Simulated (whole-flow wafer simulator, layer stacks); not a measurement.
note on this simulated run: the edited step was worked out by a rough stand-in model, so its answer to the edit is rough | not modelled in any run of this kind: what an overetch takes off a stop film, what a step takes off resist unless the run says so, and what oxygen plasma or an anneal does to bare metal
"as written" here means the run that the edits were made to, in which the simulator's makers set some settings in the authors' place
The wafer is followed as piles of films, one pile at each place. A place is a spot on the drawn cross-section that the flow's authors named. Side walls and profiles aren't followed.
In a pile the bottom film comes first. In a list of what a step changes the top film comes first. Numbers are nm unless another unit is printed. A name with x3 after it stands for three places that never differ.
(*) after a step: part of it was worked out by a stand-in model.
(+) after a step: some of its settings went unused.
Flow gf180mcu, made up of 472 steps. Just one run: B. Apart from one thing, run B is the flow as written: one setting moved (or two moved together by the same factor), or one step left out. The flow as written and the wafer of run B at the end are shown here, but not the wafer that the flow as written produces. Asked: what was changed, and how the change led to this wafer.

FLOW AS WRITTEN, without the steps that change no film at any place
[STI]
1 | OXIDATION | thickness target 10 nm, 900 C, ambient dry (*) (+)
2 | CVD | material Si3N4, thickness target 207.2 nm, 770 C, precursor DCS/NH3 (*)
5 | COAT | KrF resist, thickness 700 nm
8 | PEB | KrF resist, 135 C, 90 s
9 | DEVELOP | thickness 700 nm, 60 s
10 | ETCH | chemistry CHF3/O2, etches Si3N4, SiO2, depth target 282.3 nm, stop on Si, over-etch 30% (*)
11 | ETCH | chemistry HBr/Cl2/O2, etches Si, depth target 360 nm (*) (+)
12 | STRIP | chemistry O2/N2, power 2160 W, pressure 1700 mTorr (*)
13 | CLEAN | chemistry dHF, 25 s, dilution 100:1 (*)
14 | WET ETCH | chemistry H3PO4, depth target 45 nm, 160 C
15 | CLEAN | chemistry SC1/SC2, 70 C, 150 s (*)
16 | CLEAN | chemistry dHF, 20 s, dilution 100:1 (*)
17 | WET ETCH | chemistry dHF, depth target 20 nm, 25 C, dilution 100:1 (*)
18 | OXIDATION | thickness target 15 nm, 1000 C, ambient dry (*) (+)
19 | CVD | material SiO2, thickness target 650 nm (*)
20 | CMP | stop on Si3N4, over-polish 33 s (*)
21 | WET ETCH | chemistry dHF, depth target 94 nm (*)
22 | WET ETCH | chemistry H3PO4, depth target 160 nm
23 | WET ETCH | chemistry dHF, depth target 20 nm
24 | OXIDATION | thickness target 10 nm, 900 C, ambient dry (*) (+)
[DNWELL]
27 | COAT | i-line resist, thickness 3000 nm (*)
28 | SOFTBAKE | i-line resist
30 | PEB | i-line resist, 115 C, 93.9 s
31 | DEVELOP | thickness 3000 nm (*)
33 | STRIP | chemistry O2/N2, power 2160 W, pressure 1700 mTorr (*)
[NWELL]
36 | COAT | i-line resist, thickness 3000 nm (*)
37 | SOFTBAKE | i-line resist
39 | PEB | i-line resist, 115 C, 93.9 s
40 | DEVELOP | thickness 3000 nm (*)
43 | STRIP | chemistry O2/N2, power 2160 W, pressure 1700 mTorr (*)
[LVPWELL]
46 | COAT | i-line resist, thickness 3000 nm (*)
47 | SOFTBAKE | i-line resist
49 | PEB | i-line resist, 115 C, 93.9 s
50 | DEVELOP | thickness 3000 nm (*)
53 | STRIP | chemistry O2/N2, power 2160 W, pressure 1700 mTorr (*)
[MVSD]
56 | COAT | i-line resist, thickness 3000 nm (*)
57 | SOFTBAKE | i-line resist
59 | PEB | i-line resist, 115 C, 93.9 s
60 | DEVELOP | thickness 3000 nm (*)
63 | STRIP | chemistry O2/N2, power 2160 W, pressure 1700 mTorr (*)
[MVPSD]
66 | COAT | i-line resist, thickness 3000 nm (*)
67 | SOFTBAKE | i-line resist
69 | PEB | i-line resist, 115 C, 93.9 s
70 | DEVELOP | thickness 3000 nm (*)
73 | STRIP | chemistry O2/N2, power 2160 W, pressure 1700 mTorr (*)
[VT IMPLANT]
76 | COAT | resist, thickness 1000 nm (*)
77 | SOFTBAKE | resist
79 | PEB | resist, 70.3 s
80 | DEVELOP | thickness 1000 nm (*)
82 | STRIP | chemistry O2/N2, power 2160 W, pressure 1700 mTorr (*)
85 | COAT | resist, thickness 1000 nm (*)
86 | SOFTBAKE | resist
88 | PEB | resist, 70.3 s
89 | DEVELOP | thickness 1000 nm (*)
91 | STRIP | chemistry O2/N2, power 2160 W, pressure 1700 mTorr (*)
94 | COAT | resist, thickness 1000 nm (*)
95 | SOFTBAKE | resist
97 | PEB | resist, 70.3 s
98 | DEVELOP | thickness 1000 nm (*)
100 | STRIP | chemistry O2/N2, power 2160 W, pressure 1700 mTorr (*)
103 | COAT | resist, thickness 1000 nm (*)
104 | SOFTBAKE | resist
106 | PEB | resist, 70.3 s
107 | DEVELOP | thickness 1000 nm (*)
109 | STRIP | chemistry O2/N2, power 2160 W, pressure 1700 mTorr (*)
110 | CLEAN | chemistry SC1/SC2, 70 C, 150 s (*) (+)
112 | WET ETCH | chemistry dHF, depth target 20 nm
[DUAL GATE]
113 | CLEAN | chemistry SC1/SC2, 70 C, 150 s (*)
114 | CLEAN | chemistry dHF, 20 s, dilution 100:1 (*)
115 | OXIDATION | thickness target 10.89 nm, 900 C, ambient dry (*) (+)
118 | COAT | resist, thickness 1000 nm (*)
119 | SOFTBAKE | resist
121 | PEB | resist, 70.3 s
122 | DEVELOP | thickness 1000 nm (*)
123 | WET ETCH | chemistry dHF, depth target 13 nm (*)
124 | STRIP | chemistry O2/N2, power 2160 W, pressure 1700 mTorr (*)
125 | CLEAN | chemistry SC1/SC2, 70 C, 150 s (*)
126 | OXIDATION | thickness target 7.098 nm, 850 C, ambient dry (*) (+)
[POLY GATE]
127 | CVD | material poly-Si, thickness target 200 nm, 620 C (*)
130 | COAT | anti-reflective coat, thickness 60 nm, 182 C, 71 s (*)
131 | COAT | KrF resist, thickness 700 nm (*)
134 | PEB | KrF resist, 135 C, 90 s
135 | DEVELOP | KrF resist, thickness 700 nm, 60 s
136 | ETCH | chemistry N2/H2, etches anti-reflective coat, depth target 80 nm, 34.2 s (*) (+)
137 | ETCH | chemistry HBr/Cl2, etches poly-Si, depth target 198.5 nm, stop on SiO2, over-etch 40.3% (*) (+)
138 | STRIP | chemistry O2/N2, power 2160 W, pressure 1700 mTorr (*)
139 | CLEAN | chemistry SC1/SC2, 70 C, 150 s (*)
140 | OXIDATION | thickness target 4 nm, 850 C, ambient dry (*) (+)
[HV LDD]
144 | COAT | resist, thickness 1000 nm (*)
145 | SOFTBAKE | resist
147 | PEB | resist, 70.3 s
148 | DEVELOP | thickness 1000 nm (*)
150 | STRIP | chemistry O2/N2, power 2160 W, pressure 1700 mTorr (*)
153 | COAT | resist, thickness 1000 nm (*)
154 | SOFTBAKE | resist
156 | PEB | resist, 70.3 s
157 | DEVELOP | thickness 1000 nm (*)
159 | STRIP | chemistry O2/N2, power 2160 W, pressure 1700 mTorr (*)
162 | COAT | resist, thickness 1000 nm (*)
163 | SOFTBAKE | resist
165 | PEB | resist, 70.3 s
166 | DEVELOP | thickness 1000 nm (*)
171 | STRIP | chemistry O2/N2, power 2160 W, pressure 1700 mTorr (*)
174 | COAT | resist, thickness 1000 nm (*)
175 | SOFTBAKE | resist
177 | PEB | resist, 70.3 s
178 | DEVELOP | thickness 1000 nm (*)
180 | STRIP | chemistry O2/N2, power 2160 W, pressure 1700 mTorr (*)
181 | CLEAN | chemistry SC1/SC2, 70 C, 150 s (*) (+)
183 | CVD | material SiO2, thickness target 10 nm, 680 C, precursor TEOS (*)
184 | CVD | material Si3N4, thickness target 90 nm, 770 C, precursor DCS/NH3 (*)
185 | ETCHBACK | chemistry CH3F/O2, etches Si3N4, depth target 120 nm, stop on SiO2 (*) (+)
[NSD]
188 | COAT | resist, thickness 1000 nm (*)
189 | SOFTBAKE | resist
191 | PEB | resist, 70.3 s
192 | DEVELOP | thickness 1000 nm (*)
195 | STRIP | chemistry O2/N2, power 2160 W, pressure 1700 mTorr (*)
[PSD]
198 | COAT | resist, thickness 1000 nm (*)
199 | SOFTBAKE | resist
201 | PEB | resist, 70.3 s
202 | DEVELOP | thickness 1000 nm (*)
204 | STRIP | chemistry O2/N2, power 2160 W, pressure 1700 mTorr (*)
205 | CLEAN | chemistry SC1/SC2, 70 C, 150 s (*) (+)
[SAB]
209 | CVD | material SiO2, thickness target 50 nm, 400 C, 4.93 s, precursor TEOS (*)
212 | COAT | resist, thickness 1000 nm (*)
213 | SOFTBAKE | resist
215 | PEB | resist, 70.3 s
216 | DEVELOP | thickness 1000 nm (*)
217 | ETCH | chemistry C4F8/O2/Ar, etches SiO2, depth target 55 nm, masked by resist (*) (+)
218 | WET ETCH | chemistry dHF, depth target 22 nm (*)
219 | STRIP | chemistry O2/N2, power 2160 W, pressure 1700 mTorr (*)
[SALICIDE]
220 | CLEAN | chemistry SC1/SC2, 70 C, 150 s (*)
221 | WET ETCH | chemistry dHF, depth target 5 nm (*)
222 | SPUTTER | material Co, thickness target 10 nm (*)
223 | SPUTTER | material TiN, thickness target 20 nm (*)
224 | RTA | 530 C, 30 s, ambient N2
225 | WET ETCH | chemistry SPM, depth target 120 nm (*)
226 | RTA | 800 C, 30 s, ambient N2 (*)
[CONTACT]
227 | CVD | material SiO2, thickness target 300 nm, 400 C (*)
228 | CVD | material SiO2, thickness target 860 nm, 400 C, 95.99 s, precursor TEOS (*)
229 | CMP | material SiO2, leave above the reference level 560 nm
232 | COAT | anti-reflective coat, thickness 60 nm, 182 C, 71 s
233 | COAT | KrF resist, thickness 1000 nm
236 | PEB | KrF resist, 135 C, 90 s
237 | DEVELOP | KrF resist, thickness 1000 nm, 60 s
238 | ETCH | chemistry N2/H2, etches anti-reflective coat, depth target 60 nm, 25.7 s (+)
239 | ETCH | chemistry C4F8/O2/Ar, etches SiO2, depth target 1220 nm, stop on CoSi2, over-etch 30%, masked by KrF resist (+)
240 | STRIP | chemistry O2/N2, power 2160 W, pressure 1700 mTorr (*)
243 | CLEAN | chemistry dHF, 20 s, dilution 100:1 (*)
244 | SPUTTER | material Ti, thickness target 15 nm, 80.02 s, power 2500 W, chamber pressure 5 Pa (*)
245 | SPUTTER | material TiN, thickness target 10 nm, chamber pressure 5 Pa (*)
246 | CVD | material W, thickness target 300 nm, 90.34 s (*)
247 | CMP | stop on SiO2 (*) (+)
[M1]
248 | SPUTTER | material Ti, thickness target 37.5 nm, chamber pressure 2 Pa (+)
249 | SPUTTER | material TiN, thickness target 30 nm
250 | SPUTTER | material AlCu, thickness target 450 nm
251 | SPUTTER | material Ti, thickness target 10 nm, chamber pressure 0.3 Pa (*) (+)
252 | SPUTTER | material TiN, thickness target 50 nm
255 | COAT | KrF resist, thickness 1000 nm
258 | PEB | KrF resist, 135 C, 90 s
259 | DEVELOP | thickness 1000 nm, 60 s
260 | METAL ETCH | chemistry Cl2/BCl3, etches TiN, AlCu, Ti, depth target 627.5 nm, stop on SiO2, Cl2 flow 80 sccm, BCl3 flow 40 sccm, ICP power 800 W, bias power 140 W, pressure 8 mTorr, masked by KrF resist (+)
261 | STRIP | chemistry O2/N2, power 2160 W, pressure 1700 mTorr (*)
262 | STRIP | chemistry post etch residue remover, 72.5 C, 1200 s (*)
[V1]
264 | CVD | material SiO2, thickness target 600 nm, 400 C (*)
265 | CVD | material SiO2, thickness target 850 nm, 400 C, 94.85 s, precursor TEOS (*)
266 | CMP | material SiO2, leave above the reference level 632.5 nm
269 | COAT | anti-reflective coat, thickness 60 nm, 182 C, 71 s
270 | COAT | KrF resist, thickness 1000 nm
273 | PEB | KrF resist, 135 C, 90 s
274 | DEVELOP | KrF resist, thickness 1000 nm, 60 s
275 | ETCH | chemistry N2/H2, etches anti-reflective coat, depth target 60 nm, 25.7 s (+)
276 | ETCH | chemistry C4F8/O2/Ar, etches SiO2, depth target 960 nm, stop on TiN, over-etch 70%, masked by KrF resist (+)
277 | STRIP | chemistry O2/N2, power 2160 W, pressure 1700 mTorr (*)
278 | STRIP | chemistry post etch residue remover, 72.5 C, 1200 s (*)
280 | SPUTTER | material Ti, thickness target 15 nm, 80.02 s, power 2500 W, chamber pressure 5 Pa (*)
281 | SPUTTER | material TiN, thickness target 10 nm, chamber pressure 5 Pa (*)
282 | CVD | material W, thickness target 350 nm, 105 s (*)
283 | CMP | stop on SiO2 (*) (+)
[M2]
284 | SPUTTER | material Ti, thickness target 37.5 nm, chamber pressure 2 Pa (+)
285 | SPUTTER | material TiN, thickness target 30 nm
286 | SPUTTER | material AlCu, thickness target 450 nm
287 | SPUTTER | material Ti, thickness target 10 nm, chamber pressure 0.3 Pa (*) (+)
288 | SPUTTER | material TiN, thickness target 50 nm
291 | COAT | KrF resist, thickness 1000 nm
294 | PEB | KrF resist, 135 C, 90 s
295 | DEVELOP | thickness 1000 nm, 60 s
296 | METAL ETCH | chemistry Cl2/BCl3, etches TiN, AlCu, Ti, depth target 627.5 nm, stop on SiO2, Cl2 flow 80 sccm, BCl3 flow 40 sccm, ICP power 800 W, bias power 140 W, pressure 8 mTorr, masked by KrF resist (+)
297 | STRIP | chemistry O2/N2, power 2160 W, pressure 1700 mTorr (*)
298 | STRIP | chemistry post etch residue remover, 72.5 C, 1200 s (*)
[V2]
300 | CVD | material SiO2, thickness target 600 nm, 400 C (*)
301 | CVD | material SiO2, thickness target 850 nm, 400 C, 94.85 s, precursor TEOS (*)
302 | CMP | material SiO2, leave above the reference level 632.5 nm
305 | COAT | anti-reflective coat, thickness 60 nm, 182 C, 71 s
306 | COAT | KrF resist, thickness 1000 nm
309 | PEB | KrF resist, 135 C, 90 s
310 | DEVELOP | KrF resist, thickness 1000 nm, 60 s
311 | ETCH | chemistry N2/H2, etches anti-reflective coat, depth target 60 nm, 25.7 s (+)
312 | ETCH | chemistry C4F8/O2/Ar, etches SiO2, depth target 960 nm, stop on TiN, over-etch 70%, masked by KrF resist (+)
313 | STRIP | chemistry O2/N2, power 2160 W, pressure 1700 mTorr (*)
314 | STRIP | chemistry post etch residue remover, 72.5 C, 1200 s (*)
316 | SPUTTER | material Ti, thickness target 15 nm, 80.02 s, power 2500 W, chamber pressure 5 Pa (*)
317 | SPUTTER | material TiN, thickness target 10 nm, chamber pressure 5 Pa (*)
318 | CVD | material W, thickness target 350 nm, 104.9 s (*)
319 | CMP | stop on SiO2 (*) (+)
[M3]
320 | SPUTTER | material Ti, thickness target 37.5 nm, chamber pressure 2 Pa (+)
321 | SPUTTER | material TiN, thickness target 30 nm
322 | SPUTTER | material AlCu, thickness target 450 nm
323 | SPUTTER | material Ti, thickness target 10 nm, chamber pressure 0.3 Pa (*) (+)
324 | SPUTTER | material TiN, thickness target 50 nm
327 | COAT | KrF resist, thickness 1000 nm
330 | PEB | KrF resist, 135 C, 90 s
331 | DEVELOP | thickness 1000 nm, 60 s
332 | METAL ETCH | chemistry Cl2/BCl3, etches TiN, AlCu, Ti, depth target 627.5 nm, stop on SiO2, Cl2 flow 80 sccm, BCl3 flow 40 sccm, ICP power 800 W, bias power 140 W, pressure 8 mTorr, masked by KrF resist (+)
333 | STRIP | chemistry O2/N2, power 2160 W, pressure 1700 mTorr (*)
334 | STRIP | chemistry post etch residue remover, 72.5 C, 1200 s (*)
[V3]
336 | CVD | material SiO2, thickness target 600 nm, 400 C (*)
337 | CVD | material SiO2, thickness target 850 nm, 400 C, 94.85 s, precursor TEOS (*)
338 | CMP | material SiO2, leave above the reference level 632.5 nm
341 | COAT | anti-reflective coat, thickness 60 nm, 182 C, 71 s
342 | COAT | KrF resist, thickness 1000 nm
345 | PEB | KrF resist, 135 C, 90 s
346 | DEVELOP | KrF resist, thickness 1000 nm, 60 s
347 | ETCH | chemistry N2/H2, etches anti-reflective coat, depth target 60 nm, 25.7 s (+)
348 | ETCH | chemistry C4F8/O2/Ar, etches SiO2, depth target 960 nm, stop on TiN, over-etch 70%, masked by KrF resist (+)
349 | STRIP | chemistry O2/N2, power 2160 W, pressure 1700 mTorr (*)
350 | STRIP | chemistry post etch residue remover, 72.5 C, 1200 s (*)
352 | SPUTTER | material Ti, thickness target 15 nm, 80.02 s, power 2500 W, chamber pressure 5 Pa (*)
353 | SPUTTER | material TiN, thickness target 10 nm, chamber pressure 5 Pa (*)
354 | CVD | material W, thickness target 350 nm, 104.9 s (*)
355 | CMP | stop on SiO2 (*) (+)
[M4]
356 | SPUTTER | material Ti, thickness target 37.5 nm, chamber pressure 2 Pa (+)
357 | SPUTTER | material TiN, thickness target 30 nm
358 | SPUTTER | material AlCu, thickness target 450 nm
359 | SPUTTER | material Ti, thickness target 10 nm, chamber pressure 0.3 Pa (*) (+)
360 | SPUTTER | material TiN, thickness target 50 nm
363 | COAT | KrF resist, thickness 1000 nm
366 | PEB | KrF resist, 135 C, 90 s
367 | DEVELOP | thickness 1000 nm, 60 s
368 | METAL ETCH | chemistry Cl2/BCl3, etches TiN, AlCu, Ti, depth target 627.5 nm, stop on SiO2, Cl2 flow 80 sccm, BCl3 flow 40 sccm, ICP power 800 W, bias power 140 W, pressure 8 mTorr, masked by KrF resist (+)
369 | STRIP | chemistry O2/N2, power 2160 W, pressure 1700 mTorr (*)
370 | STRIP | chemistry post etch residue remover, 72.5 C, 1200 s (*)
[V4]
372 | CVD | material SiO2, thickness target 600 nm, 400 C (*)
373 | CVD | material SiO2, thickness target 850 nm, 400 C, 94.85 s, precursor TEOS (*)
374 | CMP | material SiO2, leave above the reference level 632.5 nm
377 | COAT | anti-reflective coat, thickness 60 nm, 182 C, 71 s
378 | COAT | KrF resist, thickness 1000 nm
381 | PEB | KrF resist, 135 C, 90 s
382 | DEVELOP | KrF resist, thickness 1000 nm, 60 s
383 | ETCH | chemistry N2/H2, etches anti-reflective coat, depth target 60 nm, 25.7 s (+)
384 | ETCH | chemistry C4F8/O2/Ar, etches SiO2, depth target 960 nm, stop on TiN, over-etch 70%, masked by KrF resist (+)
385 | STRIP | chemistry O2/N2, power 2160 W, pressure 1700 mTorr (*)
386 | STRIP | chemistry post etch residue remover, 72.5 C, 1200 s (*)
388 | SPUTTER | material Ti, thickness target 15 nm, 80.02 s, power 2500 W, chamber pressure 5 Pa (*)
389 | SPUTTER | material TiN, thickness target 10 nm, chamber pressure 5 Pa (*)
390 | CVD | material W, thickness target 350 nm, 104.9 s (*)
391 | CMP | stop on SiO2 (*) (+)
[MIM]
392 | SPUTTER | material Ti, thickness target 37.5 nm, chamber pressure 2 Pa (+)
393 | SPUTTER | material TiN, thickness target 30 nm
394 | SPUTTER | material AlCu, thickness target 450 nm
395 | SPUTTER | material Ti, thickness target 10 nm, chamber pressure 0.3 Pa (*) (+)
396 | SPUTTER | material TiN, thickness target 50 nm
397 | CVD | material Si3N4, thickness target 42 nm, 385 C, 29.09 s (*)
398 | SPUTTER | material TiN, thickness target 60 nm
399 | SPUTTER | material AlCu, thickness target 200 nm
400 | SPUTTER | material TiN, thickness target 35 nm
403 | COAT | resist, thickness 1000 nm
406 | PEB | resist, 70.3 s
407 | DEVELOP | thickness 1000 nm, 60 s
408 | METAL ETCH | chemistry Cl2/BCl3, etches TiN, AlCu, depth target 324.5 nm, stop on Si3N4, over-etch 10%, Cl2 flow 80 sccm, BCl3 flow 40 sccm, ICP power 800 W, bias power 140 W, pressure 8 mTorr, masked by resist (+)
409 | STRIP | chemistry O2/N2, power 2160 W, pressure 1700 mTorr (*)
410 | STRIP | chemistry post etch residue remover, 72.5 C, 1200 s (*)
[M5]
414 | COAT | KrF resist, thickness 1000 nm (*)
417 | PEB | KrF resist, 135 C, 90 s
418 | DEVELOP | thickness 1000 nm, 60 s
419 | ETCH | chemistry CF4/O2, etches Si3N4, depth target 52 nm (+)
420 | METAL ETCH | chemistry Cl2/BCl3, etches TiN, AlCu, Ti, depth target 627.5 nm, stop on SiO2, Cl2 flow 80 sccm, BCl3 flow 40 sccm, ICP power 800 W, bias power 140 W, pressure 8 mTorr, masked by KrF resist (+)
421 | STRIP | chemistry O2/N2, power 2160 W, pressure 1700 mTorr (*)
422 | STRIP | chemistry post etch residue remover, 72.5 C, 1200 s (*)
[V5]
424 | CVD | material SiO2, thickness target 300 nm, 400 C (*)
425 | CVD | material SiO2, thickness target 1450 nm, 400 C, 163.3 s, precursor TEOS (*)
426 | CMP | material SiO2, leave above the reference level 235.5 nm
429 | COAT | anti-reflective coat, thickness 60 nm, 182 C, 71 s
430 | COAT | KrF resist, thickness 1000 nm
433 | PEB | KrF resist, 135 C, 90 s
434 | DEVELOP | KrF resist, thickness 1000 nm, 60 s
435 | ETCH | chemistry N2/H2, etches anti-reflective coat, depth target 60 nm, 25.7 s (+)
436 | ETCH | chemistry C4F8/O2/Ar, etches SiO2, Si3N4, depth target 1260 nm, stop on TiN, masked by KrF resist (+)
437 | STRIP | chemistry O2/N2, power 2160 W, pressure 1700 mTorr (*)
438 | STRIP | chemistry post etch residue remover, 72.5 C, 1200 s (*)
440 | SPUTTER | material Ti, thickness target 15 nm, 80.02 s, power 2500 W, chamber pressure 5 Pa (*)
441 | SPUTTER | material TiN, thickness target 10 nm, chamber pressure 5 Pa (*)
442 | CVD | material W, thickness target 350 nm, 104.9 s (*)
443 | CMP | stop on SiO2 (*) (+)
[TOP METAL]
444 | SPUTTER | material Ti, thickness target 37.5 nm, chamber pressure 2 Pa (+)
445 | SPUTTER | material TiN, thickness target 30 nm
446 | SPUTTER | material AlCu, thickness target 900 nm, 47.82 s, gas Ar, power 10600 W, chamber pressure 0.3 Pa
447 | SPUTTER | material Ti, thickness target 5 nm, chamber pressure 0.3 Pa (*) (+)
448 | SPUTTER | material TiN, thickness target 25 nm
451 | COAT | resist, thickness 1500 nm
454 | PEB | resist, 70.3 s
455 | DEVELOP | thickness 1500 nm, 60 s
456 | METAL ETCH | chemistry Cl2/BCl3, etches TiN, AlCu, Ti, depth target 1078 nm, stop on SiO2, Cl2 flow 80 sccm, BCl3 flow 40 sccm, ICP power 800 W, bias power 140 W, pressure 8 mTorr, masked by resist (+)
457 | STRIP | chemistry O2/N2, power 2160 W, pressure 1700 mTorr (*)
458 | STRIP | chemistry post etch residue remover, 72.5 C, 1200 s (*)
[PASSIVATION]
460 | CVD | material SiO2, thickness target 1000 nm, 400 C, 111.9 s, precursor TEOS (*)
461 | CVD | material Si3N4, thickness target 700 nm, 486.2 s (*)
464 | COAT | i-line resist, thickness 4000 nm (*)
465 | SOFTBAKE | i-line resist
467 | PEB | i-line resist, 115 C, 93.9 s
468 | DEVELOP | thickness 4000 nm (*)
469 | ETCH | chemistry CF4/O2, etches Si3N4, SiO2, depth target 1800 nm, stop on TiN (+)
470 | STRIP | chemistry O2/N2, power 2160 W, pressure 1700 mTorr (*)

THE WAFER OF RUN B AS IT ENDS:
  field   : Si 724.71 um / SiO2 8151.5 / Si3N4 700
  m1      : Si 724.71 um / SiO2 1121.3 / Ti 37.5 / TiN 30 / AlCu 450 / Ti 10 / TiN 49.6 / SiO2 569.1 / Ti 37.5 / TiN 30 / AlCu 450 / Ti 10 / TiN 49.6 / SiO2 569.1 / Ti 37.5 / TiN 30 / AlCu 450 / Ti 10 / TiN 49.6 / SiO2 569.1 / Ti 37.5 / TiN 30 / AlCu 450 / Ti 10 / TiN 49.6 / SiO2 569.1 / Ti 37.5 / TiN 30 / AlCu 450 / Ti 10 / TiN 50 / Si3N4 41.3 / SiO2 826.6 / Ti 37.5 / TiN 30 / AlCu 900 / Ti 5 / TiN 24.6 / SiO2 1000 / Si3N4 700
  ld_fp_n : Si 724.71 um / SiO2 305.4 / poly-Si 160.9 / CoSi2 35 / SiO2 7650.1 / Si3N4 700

What caused this: step 11, ETCH: depth target 284 nm was run, though the flow has depth target 360 nm.

The path from the change to this, step by step:
  11 | ETCH | chemistry HBr/Cl2/O2, etches Si, depth target 360 nm (*) (+)
      active, n_well, p_well and 40 more: KrF resist loses 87 (it would be, as written: KrF resist loses 112.3)
      field, field_sub, sti and 34 more: Si loses 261 (it would be, as written: Si loses 337)
  12 | STRIP | chemistry O2/N2, power 2160 W, pressure 1700 mTorr (*)
      active, n_well, p_well and 40 more: KrF resist loses 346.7 (all of it) (it would be, as written: KrF resist loses 321.4 (all of it))
  19 | CVD | material SiO2, thickness target 650 nm (*)
      m1, ld_fp_n, ld_drift_n and 8 more: SiO2 gains 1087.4 (it would be, as written: SiO2 gains 1163.4)
  20 | CMP | stop on Si3N4, over-polish 33 s (*)
      sti, mim_1p0, pad and 11 more: SiO2 loses 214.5 (it would be, as written: SiO2 loses 138.5)
      nw_enc_fld, nw_enc_fld_lv: SiO2 loses 218.5 (it would be, as written: SiO2 loses 142.5)
      (as well as at 10 more places)
